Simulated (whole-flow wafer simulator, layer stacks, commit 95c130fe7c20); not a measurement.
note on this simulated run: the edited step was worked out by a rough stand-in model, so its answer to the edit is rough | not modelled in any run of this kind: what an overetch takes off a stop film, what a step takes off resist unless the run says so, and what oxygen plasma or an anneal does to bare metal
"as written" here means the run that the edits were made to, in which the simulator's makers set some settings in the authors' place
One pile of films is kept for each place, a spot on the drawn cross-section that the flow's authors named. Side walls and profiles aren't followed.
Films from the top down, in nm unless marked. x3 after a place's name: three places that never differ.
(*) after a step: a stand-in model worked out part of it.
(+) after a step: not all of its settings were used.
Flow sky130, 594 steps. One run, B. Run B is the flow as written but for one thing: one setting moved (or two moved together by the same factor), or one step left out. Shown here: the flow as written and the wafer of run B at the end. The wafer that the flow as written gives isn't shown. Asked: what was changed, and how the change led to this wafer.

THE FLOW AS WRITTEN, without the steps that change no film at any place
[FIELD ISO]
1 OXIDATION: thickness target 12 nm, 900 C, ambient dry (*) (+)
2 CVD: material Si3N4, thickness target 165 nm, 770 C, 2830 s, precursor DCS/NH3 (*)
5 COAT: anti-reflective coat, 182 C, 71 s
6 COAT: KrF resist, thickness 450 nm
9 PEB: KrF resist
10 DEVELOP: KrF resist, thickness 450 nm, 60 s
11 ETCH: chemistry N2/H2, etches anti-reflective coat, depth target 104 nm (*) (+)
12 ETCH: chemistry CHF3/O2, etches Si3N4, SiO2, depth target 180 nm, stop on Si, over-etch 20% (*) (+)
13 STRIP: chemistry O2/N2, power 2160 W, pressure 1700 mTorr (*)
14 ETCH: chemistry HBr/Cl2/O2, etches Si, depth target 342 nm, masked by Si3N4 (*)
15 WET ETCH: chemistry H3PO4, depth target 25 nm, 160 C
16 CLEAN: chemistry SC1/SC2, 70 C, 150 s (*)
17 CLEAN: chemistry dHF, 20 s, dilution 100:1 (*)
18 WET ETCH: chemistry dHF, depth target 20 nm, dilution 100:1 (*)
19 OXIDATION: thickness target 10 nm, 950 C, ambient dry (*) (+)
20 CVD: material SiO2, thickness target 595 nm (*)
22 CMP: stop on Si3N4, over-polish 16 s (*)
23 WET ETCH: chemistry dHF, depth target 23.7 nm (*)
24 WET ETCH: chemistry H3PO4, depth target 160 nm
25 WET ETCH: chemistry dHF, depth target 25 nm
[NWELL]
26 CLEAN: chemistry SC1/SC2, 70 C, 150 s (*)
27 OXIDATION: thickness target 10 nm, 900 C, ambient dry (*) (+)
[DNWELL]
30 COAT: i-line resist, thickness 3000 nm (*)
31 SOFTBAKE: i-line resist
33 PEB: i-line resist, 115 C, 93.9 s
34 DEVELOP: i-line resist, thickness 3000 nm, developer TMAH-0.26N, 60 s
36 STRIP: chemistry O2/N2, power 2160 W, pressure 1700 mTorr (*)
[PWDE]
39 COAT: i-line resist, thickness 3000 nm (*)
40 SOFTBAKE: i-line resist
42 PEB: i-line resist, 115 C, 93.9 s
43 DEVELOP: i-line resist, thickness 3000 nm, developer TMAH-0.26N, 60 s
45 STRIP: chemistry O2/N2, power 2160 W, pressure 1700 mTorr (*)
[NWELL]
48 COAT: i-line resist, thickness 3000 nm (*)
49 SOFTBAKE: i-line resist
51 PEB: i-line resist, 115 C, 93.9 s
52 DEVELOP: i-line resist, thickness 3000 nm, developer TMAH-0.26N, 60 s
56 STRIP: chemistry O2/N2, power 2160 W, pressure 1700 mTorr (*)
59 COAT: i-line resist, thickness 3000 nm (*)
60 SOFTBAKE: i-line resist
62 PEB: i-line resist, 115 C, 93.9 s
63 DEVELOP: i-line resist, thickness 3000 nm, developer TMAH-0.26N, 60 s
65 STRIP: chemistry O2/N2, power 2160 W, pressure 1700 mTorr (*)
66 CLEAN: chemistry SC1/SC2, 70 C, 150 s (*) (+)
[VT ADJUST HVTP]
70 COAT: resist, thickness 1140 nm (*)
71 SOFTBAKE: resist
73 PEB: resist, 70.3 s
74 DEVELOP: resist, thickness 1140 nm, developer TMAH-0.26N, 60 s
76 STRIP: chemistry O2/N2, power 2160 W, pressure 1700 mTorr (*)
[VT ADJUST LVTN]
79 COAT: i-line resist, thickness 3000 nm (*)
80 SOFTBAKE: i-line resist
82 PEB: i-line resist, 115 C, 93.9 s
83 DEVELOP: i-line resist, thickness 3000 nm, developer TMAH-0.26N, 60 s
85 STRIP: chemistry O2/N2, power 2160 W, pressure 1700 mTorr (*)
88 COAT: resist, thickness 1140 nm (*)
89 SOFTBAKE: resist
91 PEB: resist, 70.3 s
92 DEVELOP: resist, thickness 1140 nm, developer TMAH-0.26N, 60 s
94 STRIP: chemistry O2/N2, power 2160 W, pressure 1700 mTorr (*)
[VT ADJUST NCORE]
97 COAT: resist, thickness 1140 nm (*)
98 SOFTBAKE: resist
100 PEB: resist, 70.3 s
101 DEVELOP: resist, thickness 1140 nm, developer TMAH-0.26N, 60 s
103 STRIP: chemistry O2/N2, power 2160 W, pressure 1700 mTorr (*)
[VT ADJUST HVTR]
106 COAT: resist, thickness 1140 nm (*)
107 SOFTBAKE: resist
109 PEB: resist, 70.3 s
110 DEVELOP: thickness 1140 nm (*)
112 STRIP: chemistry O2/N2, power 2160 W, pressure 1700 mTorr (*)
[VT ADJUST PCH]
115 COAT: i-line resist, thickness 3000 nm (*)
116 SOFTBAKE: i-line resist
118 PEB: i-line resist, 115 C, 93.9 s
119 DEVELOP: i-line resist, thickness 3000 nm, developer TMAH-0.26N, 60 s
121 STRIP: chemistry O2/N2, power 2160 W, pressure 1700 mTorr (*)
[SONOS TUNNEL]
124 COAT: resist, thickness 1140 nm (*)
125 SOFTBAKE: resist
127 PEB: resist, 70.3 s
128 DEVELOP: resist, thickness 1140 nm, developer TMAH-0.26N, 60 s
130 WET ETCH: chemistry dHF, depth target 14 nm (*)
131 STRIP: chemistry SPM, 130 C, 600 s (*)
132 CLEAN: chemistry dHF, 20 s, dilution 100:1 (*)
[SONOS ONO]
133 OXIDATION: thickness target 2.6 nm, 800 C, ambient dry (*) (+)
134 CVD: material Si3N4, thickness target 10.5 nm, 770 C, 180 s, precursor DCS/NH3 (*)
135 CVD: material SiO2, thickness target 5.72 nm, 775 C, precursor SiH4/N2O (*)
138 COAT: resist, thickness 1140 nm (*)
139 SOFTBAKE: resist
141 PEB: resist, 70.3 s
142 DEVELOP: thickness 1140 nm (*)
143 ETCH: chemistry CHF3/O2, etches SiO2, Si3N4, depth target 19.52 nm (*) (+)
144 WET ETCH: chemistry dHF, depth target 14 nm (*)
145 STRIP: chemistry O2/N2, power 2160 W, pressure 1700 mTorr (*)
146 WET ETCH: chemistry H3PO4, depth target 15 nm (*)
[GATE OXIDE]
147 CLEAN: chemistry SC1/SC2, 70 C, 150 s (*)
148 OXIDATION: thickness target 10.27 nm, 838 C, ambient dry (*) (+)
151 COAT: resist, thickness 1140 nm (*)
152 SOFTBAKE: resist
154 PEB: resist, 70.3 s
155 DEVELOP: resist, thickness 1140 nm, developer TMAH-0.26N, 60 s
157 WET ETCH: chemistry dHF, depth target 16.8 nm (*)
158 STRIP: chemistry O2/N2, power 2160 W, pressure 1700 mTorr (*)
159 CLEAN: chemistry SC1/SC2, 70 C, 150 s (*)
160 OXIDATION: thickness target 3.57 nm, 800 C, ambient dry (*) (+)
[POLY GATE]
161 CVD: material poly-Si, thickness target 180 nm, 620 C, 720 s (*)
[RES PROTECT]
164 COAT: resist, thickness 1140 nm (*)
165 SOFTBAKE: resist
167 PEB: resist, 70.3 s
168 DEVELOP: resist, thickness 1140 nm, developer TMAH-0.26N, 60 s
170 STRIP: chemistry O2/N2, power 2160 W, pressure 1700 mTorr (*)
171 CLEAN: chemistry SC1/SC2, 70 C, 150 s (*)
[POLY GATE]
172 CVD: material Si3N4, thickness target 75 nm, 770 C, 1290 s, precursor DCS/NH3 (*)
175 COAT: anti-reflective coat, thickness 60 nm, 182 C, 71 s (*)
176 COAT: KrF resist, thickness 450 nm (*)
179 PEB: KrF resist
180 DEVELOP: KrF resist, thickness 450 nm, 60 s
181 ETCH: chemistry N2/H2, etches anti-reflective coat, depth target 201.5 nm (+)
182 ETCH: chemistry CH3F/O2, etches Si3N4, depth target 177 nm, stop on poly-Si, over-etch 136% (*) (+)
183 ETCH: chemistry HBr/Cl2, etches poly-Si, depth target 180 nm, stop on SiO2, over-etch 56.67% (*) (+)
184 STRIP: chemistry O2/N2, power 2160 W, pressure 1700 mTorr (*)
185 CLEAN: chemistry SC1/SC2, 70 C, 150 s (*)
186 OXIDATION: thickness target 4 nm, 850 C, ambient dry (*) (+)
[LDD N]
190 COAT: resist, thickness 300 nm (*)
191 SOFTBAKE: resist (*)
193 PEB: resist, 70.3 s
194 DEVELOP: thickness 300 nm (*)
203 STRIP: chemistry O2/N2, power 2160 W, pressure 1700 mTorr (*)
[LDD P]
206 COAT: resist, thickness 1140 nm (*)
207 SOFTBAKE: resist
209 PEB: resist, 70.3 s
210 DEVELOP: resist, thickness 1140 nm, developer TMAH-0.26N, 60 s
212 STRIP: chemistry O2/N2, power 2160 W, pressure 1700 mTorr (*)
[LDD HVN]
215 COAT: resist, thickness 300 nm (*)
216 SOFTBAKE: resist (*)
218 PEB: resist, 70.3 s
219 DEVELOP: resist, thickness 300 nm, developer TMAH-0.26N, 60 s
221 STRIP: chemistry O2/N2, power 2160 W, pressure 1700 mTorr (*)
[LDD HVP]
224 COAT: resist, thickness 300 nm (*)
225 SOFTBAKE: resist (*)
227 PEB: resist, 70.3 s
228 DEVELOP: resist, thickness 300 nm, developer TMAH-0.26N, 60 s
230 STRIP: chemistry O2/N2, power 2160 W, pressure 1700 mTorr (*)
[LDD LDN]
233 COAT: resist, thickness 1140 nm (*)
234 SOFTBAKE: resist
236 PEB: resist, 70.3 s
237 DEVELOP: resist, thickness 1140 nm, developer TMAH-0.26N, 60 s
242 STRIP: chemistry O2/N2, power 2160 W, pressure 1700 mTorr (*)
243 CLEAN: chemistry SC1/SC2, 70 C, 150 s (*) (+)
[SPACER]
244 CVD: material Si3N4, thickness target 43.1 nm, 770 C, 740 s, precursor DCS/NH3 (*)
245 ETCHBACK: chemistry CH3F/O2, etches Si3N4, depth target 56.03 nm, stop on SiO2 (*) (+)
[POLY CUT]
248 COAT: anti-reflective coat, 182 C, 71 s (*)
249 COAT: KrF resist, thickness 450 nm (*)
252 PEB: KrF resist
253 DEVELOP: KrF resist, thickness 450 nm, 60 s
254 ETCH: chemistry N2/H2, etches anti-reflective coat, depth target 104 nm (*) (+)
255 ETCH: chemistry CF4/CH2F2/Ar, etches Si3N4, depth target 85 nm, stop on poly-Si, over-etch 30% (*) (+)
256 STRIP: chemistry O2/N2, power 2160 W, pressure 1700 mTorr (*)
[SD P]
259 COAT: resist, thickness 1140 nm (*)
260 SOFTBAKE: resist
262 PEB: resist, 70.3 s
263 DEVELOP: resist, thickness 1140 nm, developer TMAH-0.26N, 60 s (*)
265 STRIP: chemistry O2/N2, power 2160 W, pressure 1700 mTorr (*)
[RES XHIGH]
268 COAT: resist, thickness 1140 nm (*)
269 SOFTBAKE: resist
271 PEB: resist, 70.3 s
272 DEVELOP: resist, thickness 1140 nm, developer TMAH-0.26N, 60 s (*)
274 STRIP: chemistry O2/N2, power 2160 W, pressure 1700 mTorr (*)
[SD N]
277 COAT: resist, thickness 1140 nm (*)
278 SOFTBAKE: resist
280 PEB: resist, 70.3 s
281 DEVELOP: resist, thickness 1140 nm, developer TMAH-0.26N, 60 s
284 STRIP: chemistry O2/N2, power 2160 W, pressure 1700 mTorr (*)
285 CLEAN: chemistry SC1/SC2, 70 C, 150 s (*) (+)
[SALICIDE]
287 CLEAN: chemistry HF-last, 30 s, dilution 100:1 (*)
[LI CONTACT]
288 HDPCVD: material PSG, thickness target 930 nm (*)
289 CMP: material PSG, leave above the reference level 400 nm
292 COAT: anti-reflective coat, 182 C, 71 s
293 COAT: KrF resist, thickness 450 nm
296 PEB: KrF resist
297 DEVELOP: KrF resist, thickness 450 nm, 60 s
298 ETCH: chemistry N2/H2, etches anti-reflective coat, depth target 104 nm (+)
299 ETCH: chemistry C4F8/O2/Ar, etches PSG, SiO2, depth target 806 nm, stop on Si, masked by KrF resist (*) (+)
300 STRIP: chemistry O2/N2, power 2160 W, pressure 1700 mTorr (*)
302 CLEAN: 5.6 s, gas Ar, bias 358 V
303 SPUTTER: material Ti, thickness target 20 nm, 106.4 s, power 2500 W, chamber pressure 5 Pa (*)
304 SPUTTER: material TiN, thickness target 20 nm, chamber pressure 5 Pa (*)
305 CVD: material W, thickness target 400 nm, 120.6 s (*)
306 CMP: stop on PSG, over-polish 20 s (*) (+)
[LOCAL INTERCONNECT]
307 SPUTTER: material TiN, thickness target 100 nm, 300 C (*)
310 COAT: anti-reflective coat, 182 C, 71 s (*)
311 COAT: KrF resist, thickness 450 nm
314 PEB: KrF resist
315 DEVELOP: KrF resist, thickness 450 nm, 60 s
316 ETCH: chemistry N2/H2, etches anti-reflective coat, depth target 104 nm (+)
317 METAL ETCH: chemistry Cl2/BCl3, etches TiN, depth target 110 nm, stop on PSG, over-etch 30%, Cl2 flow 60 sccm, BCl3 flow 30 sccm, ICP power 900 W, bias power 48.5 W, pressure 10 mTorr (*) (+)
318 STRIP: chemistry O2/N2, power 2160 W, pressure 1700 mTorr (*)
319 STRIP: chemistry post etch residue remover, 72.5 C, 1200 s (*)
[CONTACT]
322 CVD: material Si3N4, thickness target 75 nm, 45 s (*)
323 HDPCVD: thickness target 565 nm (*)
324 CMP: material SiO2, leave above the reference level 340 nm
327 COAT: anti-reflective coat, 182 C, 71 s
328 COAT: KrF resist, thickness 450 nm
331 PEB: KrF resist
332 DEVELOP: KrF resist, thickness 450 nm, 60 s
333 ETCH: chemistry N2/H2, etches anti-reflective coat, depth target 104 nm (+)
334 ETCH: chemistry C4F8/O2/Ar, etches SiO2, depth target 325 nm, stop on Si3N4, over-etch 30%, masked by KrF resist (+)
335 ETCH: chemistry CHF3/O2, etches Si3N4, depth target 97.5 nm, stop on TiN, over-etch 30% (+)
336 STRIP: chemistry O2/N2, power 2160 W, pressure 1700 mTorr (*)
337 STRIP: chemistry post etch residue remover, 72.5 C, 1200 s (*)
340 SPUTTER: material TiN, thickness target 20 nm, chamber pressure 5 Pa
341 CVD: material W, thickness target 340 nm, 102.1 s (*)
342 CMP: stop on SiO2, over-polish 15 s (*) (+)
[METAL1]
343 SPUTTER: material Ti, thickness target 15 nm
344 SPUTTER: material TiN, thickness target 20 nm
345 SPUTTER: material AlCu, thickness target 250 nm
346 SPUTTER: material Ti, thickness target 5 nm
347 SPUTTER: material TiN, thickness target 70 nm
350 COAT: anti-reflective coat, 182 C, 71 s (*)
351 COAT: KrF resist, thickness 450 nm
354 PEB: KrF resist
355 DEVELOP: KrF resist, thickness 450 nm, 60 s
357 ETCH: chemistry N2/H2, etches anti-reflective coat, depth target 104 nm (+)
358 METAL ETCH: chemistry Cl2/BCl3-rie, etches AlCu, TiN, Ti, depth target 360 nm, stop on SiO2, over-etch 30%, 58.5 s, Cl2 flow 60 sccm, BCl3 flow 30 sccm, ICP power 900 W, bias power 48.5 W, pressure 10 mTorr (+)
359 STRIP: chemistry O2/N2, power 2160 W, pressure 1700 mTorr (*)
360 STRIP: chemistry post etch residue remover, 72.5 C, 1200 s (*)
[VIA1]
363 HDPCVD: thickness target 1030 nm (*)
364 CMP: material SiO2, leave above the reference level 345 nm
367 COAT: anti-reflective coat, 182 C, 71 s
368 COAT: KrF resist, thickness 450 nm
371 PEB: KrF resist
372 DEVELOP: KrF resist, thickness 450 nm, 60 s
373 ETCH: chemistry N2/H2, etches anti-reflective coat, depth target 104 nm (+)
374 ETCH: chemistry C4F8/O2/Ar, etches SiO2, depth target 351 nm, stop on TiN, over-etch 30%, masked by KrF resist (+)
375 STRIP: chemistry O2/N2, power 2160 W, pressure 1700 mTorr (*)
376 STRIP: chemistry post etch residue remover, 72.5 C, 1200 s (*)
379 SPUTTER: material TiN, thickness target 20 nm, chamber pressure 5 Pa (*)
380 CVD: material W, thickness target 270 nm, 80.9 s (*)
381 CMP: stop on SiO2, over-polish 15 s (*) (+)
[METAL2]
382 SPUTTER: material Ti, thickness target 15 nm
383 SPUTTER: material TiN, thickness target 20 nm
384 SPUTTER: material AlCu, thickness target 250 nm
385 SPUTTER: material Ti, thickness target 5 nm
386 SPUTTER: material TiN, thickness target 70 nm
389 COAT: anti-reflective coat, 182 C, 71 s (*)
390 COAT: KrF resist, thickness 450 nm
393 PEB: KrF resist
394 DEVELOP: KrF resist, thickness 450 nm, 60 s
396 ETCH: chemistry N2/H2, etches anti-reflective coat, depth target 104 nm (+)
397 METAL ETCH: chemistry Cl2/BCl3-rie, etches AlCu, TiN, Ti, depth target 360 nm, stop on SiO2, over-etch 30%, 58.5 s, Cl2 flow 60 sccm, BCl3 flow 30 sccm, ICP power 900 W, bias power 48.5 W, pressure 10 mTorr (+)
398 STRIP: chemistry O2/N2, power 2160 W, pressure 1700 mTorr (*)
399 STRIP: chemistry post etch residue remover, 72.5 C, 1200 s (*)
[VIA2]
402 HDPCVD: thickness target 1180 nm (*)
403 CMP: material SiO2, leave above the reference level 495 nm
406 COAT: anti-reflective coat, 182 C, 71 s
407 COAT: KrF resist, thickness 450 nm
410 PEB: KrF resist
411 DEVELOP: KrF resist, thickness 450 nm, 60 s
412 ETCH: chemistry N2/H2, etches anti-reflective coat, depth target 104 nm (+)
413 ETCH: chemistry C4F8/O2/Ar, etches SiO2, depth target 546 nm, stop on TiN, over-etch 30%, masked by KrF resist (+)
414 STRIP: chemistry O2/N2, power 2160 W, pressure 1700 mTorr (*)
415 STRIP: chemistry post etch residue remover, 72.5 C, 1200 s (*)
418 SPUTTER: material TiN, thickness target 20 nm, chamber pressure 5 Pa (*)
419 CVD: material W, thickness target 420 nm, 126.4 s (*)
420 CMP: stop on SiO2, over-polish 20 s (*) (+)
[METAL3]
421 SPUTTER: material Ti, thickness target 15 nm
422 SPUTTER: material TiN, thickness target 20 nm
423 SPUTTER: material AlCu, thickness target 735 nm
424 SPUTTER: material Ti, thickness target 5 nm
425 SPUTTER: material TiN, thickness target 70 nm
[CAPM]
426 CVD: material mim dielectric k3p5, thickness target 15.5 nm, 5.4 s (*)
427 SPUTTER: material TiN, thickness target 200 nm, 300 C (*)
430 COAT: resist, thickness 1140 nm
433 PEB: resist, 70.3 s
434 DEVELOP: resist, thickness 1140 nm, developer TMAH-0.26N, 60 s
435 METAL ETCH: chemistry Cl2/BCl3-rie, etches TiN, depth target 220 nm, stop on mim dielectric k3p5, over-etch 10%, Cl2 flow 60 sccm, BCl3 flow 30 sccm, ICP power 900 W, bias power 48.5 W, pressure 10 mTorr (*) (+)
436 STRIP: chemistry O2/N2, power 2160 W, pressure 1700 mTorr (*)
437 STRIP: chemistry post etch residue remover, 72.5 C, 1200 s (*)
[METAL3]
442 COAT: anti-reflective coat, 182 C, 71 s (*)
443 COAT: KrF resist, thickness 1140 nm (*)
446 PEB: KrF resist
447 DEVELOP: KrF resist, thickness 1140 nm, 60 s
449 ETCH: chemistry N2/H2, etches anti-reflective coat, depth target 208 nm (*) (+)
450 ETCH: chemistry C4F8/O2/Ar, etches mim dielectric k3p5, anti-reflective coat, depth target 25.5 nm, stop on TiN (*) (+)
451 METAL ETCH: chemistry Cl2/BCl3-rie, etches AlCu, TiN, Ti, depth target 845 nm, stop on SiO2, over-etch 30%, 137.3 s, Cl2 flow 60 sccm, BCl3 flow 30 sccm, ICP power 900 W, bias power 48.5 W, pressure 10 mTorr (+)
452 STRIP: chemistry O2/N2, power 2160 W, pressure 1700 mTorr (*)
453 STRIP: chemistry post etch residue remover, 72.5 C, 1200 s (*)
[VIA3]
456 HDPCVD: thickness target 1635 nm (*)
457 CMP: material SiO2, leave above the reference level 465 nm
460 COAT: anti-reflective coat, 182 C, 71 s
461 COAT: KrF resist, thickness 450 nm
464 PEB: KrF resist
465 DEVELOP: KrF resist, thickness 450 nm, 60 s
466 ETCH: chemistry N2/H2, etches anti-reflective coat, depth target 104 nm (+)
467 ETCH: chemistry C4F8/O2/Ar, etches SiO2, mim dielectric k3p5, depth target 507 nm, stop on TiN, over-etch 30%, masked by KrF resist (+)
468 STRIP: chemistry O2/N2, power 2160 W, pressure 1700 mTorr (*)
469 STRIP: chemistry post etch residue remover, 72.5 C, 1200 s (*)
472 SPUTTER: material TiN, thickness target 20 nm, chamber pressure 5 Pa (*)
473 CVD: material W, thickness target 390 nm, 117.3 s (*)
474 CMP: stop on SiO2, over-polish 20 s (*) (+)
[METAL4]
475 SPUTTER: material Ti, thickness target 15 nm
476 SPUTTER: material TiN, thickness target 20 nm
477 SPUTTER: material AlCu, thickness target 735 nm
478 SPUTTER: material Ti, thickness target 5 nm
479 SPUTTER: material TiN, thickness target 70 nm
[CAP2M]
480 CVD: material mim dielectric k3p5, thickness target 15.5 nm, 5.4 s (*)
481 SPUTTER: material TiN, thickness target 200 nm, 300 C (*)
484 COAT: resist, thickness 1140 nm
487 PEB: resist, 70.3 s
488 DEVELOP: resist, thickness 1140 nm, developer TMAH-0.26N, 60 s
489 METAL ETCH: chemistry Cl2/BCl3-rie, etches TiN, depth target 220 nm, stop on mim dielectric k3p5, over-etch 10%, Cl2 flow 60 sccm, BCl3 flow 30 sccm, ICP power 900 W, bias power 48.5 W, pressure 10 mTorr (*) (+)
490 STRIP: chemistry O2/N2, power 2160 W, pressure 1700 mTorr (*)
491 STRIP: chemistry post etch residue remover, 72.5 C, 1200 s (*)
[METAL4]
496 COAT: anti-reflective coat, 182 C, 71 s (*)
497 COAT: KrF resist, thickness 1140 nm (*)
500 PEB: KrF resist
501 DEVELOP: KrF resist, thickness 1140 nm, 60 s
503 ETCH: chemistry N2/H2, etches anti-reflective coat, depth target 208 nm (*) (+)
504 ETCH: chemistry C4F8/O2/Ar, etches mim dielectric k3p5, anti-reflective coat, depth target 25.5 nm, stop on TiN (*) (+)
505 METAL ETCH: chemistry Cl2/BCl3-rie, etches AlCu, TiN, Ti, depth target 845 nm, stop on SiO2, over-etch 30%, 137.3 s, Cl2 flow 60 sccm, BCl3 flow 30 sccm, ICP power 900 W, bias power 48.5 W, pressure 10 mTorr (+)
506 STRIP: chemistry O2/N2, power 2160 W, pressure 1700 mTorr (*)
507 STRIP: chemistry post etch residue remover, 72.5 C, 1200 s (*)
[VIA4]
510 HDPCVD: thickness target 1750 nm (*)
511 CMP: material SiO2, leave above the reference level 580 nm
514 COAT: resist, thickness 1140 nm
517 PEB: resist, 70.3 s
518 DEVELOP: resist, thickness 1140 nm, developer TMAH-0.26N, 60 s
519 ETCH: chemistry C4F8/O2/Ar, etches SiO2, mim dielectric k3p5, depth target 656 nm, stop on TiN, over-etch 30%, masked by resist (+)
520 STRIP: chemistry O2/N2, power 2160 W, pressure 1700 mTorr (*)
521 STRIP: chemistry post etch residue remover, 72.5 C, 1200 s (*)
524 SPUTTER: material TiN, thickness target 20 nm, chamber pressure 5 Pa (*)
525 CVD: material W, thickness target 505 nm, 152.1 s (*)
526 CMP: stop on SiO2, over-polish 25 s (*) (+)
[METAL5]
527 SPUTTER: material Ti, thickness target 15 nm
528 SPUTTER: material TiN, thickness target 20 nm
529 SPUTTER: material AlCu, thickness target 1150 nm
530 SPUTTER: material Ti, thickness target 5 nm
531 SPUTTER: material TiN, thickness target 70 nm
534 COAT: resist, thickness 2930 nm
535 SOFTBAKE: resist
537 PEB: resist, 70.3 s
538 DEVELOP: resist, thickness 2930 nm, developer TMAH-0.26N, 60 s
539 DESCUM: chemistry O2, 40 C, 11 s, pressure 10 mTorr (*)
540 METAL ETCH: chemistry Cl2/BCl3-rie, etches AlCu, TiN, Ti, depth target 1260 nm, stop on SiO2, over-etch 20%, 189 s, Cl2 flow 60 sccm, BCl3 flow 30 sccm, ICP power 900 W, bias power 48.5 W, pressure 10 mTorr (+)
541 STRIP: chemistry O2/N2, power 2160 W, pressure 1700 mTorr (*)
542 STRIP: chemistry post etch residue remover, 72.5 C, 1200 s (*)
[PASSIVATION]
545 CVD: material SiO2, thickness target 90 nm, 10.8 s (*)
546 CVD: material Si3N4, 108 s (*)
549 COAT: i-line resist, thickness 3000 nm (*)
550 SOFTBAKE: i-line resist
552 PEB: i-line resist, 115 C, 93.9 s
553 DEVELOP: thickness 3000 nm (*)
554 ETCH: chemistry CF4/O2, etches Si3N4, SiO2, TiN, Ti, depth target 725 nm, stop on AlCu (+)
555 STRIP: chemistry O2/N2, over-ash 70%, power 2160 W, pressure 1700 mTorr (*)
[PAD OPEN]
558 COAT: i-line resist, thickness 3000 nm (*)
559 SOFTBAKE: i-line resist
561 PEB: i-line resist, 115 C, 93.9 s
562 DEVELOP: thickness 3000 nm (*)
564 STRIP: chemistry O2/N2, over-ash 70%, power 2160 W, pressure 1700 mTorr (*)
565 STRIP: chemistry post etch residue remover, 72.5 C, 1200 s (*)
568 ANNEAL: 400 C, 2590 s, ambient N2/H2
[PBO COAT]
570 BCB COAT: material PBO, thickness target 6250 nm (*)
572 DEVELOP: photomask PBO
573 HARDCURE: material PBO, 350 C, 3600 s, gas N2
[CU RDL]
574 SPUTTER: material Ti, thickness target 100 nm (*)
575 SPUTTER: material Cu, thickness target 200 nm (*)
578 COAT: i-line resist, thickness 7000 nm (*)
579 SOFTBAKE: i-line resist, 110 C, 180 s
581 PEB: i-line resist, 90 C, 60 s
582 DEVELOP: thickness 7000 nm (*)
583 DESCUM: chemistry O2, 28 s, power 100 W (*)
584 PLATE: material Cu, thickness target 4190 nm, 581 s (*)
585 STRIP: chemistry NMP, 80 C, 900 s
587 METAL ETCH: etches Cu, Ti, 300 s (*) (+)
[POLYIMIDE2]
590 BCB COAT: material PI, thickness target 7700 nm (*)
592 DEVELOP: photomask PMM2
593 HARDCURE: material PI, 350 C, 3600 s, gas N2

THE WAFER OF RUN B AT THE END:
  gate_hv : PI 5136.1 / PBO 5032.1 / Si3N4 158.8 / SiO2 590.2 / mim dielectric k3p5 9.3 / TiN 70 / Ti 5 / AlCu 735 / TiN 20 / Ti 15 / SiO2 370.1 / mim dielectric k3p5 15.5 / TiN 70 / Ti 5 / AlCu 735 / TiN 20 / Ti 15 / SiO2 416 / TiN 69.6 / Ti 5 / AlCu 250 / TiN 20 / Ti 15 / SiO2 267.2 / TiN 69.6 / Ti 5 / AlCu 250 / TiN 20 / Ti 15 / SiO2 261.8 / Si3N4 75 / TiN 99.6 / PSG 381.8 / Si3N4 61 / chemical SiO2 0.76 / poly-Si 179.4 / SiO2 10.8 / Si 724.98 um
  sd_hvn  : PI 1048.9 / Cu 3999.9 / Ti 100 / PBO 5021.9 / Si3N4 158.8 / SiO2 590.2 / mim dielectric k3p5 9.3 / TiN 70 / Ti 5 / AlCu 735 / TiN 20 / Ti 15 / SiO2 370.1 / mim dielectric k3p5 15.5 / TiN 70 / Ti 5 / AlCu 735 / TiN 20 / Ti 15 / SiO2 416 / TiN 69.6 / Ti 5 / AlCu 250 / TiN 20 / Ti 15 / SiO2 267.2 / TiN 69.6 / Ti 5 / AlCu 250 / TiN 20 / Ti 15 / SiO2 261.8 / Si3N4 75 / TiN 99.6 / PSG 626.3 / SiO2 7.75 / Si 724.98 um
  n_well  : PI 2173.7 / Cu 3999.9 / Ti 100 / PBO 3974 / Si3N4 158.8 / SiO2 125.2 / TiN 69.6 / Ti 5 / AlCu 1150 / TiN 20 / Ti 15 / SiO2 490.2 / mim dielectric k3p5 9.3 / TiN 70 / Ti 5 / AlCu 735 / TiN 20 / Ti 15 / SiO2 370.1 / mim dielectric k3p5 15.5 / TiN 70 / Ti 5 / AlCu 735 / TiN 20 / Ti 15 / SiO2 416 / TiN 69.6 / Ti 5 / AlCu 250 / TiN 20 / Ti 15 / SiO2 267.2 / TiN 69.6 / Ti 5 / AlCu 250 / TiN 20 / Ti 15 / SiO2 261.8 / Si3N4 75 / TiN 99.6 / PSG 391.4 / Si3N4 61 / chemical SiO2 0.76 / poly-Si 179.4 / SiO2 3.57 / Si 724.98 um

The cause: step 480, CVD: thickness target 9.3 nm was run, where the flow has thickness target 15.5 nm; step 480, CVD: 3.24 s was run, where the flow has 5.4 s.
It can be read off the wafer: gate_hv has mim dielectric k3p5 9.3, and step 480 as written asks for 15.5 nm.

How the change led to this, step by step:
  480 CVD: material mim dielectric k3p5, thickness target 15.5 nm, 5.4 s (*)
      field, active, n_well and 189 more: mim dielectric k3p5 +9.3 (new film) (as written it would be: mim dielectric k3p5 +15.5 (new film))
  504 ETCH: chemistry C4F8/O2/Ar, etches mim dielectric k3p5, anti-reflective coat, depth target 25.5 nm, stop on TiN (*) (+)
      n_well, p_well, gate_hv and 102 more: KrF resist -9.3 (as written it would be: KrF resist -15.5)
      field, active, gate and 85 more: mim dielectric k3p5 -9.3 (all of it) (as written it would be: mim dielectric k3p5 -15.5 (all of it))
  519 ETCH: chemistry C4F8/O2/Ar, etches SiO2, mim dielectric k3p5, depth target 656 nm, stop on TiN, over-etch 30%, masked by resist (+)
      m1: SiO2 -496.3 (all of it), mim dielectric k3p5 -9.3 (all of it) (as written it would be: SiO2 -490.1 (all of it), mim dielectric k3p5 -15.5 (all of it))
      via4_hole: SiO2 -495.7 (all of it), mim dielectric k3p5 -9.3 (all of it) (as written it would be: SiO2 -489.5 (all of it), mim dielectric k3p5 -15.5 (all of it))
